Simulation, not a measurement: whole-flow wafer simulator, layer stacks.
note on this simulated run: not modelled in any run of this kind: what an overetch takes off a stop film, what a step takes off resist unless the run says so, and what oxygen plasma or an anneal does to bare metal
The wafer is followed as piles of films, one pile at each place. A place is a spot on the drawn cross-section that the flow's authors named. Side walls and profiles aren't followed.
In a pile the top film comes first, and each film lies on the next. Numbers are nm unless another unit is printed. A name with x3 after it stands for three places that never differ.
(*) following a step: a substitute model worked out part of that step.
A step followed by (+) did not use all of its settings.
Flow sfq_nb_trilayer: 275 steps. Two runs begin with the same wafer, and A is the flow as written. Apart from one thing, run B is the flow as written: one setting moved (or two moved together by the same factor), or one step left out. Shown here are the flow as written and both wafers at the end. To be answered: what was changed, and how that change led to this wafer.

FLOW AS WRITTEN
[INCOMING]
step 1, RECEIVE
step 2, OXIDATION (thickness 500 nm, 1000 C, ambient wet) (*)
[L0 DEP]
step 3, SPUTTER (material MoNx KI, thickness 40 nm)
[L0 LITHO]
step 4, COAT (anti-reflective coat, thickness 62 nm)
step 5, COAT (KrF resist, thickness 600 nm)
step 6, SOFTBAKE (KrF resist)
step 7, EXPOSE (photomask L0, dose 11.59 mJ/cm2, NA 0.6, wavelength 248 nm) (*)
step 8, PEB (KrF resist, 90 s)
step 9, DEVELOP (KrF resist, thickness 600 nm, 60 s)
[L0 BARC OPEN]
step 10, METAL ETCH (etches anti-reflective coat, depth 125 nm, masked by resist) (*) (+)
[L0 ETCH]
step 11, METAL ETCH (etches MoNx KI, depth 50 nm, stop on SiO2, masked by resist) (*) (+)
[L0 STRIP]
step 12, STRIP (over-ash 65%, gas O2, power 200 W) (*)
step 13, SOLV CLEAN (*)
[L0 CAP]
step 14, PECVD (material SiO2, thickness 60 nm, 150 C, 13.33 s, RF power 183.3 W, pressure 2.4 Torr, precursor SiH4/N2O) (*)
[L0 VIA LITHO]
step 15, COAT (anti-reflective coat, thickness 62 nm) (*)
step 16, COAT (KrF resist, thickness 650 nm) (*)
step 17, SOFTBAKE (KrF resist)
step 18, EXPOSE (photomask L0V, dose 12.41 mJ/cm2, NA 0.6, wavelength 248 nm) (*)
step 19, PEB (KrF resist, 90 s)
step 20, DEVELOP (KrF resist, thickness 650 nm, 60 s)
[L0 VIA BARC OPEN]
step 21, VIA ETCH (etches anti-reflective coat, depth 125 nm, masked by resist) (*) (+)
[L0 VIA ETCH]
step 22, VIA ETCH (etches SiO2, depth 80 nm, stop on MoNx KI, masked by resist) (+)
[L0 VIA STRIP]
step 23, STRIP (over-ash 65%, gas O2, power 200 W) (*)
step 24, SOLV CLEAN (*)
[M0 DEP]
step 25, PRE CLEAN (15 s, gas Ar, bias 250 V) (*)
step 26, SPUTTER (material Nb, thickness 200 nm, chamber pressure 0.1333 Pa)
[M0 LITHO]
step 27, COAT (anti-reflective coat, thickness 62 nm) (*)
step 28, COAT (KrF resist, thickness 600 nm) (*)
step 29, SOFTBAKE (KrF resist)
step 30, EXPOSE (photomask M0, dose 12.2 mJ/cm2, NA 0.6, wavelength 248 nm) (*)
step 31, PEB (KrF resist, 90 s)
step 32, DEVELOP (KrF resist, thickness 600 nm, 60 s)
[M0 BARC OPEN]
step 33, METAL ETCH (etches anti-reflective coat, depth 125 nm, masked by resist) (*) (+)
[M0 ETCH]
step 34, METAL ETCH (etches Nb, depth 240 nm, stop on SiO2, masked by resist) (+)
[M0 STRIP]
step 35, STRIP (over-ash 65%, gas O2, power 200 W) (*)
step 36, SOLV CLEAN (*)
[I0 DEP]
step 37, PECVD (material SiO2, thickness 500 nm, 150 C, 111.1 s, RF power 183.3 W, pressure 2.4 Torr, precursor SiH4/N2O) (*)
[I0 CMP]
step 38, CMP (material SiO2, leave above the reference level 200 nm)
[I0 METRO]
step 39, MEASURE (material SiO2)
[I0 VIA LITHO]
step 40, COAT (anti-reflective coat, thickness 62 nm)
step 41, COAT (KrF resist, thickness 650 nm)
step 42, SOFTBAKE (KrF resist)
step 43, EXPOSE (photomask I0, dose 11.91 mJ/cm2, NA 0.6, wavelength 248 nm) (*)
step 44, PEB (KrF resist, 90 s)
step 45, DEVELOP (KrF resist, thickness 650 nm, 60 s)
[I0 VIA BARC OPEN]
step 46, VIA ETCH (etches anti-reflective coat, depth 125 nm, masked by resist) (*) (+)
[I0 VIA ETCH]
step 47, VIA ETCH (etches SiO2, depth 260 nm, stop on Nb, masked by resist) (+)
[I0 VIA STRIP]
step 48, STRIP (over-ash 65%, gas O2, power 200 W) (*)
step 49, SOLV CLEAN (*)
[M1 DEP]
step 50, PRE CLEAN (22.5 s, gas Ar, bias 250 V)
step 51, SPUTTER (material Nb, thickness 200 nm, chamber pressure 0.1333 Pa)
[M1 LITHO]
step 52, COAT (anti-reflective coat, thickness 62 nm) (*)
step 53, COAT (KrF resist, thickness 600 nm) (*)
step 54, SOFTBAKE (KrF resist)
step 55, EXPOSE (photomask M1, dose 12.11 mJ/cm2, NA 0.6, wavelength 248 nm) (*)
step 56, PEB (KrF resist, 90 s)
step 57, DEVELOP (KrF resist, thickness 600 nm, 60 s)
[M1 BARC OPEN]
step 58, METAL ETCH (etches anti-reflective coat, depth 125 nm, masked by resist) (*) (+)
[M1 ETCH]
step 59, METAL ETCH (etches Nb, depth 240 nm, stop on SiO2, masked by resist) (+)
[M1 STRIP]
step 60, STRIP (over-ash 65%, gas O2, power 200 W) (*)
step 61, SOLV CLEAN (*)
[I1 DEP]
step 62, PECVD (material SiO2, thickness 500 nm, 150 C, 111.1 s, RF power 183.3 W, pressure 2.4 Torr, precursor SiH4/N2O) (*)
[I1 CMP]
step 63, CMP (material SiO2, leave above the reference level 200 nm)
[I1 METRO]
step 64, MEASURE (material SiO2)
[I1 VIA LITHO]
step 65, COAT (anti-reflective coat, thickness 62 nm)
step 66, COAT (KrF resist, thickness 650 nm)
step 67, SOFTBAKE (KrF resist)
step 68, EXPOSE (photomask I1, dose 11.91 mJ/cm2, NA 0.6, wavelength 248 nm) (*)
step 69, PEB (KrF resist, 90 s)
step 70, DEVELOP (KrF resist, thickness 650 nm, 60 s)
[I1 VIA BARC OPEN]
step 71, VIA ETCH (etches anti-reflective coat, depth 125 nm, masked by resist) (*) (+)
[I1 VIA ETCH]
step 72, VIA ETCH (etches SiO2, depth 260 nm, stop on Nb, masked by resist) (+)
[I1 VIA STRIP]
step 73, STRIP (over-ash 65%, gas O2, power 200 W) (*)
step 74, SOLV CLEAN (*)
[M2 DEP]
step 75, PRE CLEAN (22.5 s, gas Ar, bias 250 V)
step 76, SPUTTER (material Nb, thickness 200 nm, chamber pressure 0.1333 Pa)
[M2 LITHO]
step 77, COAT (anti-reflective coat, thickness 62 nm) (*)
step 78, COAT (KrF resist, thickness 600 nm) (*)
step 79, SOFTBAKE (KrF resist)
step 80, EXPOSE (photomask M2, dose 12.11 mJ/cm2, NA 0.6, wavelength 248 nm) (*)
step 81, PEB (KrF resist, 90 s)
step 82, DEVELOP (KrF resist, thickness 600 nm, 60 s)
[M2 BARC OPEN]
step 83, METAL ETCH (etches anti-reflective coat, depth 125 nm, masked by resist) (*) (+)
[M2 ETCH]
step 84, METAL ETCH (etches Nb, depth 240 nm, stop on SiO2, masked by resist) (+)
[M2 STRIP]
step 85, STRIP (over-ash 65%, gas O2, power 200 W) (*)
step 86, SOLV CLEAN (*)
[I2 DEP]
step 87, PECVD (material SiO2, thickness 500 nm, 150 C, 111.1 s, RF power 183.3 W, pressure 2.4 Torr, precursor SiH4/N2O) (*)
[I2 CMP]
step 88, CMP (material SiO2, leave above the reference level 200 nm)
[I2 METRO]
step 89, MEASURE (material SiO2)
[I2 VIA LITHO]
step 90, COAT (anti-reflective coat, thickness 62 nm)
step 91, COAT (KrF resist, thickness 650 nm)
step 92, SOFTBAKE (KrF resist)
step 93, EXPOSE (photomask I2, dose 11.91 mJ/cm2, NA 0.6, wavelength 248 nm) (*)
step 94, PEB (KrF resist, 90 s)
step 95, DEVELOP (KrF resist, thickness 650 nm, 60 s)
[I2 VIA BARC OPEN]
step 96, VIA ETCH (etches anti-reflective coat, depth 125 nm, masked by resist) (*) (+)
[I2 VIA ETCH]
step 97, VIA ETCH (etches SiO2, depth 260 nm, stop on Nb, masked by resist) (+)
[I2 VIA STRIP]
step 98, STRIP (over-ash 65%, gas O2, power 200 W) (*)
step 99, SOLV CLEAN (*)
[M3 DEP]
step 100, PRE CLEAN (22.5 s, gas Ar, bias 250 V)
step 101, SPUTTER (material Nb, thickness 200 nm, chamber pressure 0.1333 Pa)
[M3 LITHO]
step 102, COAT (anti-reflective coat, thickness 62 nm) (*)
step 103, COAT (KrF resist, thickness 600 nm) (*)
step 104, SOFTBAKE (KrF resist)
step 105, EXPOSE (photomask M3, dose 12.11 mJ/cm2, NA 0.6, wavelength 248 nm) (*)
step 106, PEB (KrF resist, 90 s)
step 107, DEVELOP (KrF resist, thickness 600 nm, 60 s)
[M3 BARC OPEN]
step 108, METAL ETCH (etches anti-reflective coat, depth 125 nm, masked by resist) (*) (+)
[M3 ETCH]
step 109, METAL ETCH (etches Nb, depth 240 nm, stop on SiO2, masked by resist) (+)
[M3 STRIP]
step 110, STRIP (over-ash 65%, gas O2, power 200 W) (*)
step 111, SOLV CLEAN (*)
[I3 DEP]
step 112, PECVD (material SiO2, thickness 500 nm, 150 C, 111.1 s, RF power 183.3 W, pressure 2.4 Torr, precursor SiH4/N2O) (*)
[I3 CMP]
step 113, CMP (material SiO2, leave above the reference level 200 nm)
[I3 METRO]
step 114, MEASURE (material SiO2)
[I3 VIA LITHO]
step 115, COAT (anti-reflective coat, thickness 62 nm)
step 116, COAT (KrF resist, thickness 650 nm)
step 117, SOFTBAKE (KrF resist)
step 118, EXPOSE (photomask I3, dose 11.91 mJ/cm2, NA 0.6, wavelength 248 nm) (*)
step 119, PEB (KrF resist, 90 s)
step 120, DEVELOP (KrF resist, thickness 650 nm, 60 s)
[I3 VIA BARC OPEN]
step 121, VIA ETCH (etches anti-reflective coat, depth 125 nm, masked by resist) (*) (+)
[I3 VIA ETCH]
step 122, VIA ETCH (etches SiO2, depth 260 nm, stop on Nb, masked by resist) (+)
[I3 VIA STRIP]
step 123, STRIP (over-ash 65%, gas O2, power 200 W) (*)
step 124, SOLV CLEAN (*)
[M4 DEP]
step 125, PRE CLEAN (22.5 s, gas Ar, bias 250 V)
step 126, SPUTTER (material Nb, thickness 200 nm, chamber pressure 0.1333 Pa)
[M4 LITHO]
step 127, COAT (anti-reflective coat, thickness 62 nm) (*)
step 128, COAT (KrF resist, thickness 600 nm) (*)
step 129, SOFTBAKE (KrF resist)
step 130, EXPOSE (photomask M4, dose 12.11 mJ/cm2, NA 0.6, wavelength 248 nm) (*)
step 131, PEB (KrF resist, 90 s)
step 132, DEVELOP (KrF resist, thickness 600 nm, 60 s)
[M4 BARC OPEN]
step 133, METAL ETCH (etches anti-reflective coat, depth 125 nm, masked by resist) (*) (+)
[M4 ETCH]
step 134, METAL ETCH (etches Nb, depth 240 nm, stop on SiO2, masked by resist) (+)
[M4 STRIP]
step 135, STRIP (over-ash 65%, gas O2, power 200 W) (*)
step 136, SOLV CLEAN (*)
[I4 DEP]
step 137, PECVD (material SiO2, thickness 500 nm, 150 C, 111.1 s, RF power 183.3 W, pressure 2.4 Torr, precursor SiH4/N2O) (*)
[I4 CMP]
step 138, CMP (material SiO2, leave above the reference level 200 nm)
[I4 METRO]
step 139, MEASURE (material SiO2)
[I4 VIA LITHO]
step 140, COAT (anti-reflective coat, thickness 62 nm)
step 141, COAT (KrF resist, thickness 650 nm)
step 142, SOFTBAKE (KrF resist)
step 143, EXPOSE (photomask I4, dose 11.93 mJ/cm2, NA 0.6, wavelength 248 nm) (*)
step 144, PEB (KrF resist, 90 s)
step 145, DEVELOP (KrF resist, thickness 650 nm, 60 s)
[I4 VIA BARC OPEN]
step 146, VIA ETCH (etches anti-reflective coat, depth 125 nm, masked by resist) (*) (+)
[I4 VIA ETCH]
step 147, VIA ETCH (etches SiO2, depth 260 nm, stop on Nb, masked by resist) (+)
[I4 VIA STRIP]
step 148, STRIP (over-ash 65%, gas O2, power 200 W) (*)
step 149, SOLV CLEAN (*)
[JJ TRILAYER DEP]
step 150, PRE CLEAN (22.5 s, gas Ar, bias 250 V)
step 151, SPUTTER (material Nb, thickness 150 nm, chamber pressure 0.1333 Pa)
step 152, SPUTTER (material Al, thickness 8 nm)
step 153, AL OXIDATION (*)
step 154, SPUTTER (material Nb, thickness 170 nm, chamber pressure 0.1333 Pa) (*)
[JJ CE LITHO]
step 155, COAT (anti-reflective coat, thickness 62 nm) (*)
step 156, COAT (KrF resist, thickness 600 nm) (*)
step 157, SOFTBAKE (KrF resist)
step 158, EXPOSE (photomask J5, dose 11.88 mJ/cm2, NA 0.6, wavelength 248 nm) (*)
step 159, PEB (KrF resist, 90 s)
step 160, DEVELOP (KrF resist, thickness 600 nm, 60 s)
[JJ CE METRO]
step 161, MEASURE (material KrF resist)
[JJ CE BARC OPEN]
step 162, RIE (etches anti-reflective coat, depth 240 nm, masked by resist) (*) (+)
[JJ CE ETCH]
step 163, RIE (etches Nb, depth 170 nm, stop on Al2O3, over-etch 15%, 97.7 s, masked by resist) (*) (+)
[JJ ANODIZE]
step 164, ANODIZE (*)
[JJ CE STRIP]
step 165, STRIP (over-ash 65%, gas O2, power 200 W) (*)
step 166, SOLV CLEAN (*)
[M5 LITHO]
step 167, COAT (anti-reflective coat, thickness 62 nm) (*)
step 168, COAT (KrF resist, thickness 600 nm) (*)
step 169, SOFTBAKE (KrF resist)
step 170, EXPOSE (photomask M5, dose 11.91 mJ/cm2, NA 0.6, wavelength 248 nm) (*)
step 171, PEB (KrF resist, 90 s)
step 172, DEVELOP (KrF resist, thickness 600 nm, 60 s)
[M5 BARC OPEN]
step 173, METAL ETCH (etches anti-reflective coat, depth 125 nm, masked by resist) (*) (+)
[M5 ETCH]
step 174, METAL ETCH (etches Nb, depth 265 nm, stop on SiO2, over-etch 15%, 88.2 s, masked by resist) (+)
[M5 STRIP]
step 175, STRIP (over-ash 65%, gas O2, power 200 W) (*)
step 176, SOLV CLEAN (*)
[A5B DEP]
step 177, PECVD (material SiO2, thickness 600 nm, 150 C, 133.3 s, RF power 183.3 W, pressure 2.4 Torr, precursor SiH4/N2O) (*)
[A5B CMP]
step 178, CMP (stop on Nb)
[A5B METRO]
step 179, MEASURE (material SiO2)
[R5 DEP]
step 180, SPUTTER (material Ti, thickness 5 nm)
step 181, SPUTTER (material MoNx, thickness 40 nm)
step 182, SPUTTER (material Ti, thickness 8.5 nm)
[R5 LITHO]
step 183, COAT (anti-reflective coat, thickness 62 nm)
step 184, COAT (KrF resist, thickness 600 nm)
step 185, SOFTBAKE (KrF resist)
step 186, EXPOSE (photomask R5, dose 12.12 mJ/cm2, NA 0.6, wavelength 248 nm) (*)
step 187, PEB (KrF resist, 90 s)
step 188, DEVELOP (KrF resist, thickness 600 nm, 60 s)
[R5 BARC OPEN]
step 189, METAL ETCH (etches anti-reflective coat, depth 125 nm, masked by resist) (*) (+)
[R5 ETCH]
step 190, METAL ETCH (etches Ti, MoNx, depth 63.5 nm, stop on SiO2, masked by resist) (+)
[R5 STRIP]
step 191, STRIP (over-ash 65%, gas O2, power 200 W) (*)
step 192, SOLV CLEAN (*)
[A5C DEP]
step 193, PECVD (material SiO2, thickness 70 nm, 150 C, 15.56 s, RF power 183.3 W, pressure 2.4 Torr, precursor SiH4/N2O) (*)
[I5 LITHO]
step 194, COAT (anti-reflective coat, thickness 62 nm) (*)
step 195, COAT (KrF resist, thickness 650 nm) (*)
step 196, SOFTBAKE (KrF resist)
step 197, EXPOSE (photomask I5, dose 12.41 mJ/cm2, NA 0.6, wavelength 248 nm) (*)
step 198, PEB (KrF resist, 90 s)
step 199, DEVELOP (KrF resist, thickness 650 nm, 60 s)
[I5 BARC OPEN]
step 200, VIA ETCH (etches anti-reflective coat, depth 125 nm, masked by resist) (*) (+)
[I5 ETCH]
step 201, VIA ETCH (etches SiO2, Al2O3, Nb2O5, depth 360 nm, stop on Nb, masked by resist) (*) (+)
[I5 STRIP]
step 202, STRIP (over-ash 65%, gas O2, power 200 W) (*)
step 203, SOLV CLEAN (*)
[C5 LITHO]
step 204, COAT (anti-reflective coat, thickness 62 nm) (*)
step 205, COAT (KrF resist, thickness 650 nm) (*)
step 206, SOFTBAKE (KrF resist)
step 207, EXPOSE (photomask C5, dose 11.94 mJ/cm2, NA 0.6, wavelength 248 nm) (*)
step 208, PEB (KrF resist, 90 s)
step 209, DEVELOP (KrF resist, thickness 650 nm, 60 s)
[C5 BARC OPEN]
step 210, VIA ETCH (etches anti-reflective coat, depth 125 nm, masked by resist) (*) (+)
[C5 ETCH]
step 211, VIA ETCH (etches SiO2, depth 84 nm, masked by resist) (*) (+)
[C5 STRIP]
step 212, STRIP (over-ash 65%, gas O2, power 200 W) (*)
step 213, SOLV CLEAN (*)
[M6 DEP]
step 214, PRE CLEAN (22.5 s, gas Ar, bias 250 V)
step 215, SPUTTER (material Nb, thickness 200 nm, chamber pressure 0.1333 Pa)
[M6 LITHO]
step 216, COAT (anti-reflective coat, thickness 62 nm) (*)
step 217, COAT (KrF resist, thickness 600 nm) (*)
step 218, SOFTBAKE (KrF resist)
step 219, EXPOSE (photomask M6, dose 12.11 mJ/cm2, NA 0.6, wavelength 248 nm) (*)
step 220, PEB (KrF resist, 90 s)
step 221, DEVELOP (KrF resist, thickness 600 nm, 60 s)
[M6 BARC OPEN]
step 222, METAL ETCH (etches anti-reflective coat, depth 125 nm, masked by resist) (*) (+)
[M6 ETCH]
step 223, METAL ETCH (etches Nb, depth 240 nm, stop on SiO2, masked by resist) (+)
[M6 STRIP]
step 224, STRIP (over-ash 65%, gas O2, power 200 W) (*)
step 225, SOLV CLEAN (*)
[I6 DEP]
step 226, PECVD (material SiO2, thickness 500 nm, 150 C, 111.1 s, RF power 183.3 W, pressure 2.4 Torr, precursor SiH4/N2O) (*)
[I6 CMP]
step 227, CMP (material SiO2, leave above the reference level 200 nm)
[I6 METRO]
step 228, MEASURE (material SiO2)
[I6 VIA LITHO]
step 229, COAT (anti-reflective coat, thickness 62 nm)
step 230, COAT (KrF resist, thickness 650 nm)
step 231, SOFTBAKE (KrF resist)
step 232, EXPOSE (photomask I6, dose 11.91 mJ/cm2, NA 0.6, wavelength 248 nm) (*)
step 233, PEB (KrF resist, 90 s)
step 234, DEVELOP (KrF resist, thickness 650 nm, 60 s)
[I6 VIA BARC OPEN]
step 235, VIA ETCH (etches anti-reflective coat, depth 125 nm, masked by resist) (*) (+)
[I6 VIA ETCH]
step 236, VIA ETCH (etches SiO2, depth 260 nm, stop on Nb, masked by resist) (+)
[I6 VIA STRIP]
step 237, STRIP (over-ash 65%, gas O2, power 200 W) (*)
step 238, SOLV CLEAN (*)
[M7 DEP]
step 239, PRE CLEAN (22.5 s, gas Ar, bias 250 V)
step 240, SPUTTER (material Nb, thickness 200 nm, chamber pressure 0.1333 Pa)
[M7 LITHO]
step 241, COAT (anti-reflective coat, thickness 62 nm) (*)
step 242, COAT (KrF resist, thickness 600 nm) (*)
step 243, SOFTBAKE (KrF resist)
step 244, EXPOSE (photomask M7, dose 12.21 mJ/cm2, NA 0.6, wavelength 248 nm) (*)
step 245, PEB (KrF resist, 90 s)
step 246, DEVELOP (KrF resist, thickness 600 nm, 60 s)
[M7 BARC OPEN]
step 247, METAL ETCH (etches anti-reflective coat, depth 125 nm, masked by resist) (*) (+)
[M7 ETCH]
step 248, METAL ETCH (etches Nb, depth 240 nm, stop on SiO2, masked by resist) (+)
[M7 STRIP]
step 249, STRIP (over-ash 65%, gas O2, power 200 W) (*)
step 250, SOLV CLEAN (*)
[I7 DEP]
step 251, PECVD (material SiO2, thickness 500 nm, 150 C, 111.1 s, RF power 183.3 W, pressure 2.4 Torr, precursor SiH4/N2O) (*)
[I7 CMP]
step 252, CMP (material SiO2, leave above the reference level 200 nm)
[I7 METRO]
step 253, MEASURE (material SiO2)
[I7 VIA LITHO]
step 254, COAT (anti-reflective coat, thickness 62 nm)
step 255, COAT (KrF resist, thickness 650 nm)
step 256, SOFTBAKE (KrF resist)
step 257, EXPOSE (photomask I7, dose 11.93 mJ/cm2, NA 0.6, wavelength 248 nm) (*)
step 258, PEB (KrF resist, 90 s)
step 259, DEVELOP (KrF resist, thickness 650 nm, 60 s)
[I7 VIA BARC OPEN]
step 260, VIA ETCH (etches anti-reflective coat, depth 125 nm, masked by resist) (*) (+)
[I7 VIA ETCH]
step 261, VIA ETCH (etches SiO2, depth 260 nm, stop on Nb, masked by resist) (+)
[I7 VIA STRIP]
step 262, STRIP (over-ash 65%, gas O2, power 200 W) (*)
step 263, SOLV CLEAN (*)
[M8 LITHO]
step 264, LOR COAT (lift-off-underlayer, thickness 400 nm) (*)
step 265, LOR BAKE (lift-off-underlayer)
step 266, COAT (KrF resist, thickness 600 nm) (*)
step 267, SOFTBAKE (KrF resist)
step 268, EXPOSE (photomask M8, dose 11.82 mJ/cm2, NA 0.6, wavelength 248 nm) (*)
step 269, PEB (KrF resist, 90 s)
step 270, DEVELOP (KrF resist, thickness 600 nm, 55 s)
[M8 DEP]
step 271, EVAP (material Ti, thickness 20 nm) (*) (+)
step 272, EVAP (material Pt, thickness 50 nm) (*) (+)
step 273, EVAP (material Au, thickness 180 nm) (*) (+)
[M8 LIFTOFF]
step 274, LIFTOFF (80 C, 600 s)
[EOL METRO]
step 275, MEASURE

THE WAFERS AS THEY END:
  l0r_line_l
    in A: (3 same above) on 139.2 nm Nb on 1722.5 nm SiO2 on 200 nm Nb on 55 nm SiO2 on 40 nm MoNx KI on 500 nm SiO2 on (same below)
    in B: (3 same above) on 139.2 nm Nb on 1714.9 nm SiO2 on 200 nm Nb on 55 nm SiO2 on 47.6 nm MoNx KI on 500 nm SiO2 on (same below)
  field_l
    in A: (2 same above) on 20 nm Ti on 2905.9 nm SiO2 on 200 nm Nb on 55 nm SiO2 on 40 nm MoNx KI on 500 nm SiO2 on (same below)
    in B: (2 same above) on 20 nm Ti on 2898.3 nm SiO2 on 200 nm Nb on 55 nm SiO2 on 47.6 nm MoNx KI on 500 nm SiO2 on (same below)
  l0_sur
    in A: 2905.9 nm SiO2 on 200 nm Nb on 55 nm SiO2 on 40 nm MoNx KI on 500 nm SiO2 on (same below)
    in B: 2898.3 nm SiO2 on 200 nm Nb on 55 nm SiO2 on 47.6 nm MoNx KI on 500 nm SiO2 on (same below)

The reason: step 3, SPUTTER: thickness 47.6 nm was run, whereas the flow has thickness 40 nm.
The wafer itself shows it: l0r_line_l has MoNx KI 47.6, and step 3 as written asks for 40 nm.

The path from the change to this, step by step:
  step 3, SPUTTER (material MoNx KI, thickness 40 nm)
      field_l, v_sur, via_wl and 103 more: A +40 MoNx KI (new film) | B +47.6 MoNx KI (new film)
  step 11, METAL ETCH (etches MoNx KI, depth 50 nm, stop on SiO2, masked by resist) (*) (+)
      v_sur, via_wl, via_w and 97 more: A -40 MoNx KI (all of it) | B -47.6 MoNx KI (all of it)
  step 15, COAT (anti-reflective coat, thickness 62 nm) (*)
      v_sur: A +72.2 anti-reflective coat (new film) | B +74.3 anti-reflective coat (new film)
      l0r_space_c: A +77.2 anti-reflective coat (new film) | B +80 anti-reflective coat (new film)
  step 23, STRIP (over-ash 65%, gas O2, power 200 W) (*)
      v_sur: A -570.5 KrF resist (all of it), -72.2 anti-reflective coat (all of it) | B -572.4 KrF resist (all of it), -74.3 anti-reflective coat (all of it)
      l0r_space_c: A -576.8 KrF resist (all of it), -77.2 anti-reflective coat (all of it) | B -580.2 KrF resist (all of it), -80 anti-reflective coat (all of it)
  step 27, COAT (anti-reflective coat, thickness 62 nm) (*)
      v_sur: A +72.3 anti-reflective coat (new film) | B +74.5 anti-reflective coat (new film)
      l0r_space_c: A +78 anti-reflective coat (new film) | B +81.1 anti-reflective coat (new film)
  step 35, STRIP (over-ash 65%, gas O2, power 200 W) (*)
      v_sur: A -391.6 KrF resist (all of it), -72.3 anti-reflective coat (all of it) | B -393.3 KrF resist (all of it), -74.5 anti-reflective coat (all of it)
      l0r_space_c: A -397.6 KrF resist (all of it), -78 anti-reflective coat (all of it) | B -400.5 KrF resist (all of it), -81.1 anti-reflective coat (all of it)
  step 38, CMP (material SiO2, leave above the reference level 200 nm)
      field_l, l0_sur, l0r_line_l, l0r_line_c, l0r_line_r: A -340 SiO2 | B -347.6 SiO2
      l0v: A -277.8 SiO2 | B -285.4 SiO2
